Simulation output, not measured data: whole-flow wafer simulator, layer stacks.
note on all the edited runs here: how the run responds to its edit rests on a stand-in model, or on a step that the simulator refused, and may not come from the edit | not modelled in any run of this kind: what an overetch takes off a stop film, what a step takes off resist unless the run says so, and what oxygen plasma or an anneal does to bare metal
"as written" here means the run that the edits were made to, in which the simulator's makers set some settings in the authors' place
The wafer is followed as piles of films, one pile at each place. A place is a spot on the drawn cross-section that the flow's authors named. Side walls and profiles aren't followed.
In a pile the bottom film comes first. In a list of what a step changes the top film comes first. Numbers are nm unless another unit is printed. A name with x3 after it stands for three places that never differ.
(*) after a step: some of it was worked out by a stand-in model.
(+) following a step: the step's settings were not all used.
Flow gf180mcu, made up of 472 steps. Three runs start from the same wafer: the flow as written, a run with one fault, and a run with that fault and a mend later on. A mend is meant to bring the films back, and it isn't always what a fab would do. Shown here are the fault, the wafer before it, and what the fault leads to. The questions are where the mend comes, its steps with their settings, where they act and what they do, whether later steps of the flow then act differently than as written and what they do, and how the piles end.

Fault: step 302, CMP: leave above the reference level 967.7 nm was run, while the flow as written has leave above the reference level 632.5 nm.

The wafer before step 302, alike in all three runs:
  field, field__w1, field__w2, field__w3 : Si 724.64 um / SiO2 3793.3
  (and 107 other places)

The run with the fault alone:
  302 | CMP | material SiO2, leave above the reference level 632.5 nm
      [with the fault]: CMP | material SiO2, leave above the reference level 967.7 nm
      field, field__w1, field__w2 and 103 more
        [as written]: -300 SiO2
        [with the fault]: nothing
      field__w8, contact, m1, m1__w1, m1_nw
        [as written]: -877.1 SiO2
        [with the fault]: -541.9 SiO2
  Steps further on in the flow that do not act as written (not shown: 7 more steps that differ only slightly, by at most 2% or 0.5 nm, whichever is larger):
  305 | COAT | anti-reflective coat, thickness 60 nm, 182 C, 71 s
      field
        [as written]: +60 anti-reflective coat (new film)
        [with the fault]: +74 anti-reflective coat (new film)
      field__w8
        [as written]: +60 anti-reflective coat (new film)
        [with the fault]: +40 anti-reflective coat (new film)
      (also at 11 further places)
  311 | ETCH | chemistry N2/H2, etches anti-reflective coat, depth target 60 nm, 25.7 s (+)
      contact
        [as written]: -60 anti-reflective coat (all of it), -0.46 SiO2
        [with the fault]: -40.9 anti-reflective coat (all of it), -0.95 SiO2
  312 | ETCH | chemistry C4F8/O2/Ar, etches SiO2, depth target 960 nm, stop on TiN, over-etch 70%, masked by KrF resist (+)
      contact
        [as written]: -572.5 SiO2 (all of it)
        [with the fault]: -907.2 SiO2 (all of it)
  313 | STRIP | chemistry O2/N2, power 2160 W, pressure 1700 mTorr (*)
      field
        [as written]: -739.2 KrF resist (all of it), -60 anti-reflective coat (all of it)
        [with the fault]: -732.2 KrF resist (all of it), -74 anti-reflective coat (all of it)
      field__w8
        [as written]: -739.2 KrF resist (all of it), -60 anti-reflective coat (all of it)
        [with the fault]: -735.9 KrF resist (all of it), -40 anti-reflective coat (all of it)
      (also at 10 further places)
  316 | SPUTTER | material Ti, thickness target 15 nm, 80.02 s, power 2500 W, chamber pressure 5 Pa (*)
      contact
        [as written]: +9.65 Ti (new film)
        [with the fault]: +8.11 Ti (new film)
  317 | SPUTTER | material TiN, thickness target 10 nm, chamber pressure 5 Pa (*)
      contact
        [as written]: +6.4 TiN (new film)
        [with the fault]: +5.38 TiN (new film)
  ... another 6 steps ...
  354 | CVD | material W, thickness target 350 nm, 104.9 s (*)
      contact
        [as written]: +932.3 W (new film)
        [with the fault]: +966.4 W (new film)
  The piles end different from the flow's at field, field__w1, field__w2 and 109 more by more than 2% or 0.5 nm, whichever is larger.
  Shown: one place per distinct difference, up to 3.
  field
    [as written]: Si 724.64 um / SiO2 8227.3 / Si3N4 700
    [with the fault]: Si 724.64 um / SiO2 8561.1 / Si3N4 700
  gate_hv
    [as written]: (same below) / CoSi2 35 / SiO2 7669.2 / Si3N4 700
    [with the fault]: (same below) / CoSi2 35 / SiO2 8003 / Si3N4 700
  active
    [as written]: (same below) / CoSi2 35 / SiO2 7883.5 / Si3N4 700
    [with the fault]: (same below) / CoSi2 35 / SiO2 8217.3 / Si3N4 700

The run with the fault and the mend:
  After step 310 comes the mend.
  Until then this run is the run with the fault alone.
  310a | STRIP | chemistry O2/N2, power 2160 W, pressure 1700 mTorr (*)
      iso_ptap_pw, iso_ntap_nw, iso_nw_fld and 33 more
        -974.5 KrF resist (all of it), -60 anti-reflective coat (all of it)
      field_sub, field_sub__w1, field_sub__w2 and 15 more
        -974.8 KrF resist (all of it), -60.1 anti-reflective coat (all of it)
      field__w2, field__w3, field__w6 and 12 more
        -974.9 KrF resist (all of it), -60.1 anti-reflective coat (all of it)
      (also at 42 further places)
  310b | CMP | material SiO2, leave above the reference level 632.5 nm (the flow's step 302 again)
      field, field__w1, field__w2 and 103 more
        -300 SiO2
      field__w8, contact, m1, m1__w1, m1_nw
        -335.2 SiO2
  310c | HMDS | 120 C, 60 s (the flow's step 304 again)
      alters no film at any place that is followed
  310d | COAT | anti-reflective coat, thickness 60 nm, 182 C, 71 s (the flow's step 305 again)
      field, field__w1, field__w2 and 108 more
        +60 anti-reflective coat (new film)
  310e | COAT | KrF resist, thickness 1000 nm (the flow's step 306 again)
      field, field__w1, field__w2 and 108 more
        +1000 KrF resist (new film)
  310f | SOFTBAKE | KrF resist (the flow's step 307 again)
      alters no film at any place that is followed
  310g | EXPOSE | photomask Via2 (the flow's step 308 again)
      alters no film at any place that is followed
  310h | PEB | KrF resist, 135 C, 90 s (the flow's step 309 again)
      field, field__w1, field__w2 and 108 more
        -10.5 KrF resist
  310i | DEVELOP | KrF resist, thickness 1000 nm, 60 s (the flow's step 310 again)
      field, field__w1, field__w2 and 107 more
        -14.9 KrF resist
      contact
        -989.5 KrF resist (all of it)
  None of the later steps of the flow acts differently than as written at any place that is followed.
  By the end, the piles equal the flow's at every place that both follow.
